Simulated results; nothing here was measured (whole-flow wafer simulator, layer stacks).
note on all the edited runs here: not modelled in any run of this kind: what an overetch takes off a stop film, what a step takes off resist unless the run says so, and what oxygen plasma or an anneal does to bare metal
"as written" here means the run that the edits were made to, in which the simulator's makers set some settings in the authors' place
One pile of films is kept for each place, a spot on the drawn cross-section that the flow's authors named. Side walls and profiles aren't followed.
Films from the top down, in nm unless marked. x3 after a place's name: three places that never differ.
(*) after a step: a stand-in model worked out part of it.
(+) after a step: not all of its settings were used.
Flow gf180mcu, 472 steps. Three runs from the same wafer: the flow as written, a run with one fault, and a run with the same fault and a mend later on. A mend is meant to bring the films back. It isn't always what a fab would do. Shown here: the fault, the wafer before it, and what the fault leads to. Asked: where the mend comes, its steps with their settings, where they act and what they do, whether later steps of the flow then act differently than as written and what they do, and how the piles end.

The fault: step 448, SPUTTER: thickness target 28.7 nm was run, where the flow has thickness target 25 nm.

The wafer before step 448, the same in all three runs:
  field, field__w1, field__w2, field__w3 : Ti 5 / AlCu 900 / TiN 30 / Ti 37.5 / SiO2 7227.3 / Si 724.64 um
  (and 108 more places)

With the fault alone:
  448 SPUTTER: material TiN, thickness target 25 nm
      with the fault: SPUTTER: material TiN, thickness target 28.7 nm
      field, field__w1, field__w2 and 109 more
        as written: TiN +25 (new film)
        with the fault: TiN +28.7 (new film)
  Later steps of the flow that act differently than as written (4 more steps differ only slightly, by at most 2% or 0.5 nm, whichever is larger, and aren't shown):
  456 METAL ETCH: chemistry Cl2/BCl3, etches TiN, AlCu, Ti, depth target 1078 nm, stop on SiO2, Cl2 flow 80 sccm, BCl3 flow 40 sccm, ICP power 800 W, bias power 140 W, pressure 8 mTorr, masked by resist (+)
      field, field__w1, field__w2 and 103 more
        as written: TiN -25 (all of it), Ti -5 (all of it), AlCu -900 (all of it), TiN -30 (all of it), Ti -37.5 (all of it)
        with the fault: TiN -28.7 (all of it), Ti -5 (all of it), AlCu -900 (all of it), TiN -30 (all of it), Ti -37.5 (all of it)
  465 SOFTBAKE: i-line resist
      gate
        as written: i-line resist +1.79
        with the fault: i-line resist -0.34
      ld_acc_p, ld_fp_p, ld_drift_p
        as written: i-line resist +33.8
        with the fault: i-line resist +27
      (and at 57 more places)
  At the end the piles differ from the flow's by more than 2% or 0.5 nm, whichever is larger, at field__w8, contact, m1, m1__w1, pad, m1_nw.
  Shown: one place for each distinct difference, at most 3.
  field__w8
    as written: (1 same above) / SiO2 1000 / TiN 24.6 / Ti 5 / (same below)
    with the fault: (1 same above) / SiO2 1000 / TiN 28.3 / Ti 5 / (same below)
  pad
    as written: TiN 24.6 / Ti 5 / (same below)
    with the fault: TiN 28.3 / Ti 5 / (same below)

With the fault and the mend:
  The mend comes after step 455.
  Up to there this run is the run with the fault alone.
  455a STRIP: chemistry O2/N2, power 2160 W, pressure 1700 mTorr (*)
      field__w8, contact, m1, m1__w1, pad, m1_nw
        resist -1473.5 (all of it)
  455b METAL ETCH: chemistry Cl2/BCl3, etches TiN, AlCu, Ti, depth target 3.7 nm, Cl2 flow 80 sccm, BCl3 flow 40 sccm, ICP power 800 W, bias power 140 W, pressure 8 mTorr (the flow's step 260 once more, with other settings)
      field, field__w1, field__w2 and 109 more
        TiN -3.7
  455c HMDS: 120 C, 60 s (the flow's step 450 once more)
      changes no film at any place that is followed
  455d COAT: resist, thickness 1500 nm (the flow's step 451 once more)
      field, field__w1, field__w2 and 109 more
        resist +1500 (new film)
  455e SOFTBAKE: resist (the flow's step 452 once more)
      changes no film at any place that is followed
  455f EXPOSE: photomask MetalTop (the flow's step 453 once more)
      changes no film at any place that is followed
  455g PEB: resist, 70.3 s (the flow's step 454 once more)
      field, field__w1, field__w2 and 109 more
        resist -26.5
  455h DEVELOP: thickness 1500 nm, 60 s (the flow's step 455 once more)
      field, field__w1, field__w2 and 103 more
        resist -1473.5 (all of it)
  No later step of the flow acts differently than as written at any place that is followed.
  At the end the piles are the same as the flow's at every place that both follow.
